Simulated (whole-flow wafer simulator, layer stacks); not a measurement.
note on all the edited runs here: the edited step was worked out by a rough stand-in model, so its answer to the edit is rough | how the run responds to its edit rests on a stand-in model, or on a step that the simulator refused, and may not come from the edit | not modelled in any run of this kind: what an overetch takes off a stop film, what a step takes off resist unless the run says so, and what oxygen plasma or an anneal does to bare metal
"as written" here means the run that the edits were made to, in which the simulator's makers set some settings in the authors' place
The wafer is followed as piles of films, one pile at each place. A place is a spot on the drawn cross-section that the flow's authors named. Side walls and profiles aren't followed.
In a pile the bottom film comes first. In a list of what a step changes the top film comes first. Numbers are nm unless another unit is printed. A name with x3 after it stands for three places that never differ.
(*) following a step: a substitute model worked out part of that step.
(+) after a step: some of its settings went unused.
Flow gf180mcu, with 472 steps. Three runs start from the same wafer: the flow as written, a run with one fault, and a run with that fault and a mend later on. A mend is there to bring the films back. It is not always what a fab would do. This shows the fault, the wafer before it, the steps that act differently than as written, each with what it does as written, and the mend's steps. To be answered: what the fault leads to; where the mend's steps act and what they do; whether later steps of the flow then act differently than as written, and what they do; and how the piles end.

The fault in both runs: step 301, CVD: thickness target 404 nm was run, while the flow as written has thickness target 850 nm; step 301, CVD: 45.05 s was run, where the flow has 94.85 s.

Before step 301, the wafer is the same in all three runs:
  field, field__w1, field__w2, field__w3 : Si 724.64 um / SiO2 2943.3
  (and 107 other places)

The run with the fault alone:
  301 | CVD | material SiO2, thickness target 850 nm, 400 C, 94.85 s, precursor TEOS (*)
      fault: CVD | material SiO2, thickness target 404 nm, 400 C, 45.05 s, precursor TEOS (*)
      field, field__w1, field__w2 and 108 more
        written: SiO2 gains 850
        fault: SiO2 gains 413.2
  Steps further on in the flow that do not act as written (1 other step is not shown; it differs only slightly, by no more than 2% or 0.5 nm, whichever is larger):
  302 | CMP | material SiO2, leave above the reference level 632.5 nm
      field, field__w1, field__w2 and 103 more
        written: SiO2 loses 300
        fault: nothing
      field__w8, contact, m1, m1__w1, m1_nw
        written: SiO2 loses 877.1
        fault: SiO2 loses 440.3
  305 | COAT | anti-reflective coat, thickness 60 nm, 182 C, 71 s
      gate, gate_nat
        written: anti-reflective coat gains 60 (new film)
        fault: anti-reflective coat gains 61.6 (new film)
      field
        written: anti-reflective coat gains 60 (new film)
        fault: anti-reflective coat gains 115 (new film)
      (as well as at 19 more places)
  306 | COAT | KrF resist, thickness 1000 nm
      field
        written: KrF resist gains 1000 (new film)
        fault: KrF resist gains 979.4 (new film)
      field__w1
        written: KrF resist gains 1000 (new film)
        fault: KrF resist gains 976.3 (new film)
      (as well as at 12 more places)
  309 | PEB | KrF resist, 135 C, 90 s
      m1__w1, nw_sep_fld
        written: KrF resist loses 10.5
        fault: KrF resist loses 9.69
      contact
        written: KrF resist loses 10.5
        fault: KrF resist loses 9.44
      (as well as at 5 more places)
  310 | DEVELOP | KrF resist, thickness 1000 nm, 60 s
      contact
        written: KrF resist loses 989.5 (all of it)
        fault: KrF resist loses 920.3 (all of it)
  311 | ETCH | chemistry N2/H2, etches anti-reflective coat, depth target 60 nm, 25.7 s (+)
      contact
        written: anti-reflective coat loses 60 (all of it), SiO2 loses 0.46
        fault: anti-reflective coat loses 22.9 (all of it), SiO2 loses 1.41
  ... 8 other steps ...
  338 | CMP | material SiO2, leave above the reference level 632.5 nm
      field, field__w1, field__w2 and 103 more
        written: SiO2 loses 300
        fault: SiO2 loses 287.7
  The piles end different from the flow's at field, field__w1, field__w2 and 109 more by more than 2% or 0.5 nm, whichever is larger.
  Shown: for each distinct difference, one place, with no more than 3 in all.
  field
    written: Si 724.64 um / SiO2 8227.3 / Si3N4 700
    fault: Si 724.64 um / SiO2 3356.5 / Ti 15 / TiN 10 / W 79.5 / SiO2 4750.1 / Si3N4 700
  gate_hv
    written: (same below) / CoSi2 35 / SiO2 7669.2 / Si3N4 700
    fault: (same below) / CoSi2 35 / SiO2 2798.4 / Ti 15 / TiN 10 / W 79.5 / SiO2 4750.1 / Si3N4 700
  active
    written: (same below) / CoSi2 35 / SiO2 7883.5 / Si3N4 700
    fault: (same below) / CoSi2 35 / SiO2 3012.7 / Ti 15 / TiN 10 / W 79.5 / SiO2 4750.1 / Si3N4 700

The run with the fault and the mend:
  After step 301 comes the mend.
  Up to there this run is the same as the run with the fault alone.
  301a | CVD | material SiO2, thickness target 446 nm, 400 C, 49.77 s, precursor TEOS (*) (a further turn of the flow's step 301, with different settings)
      field, field__w1, field__w2 and 108 more
        SiO2 gains 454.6
  Steps further on in the flow that do not act as written:
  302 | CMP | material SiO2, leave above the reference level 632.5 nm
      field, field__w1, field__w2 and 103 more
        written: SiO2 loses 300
        mend: SiO2 loses 317.9
  By the end, the piles equal the flow's at every place that both follow.
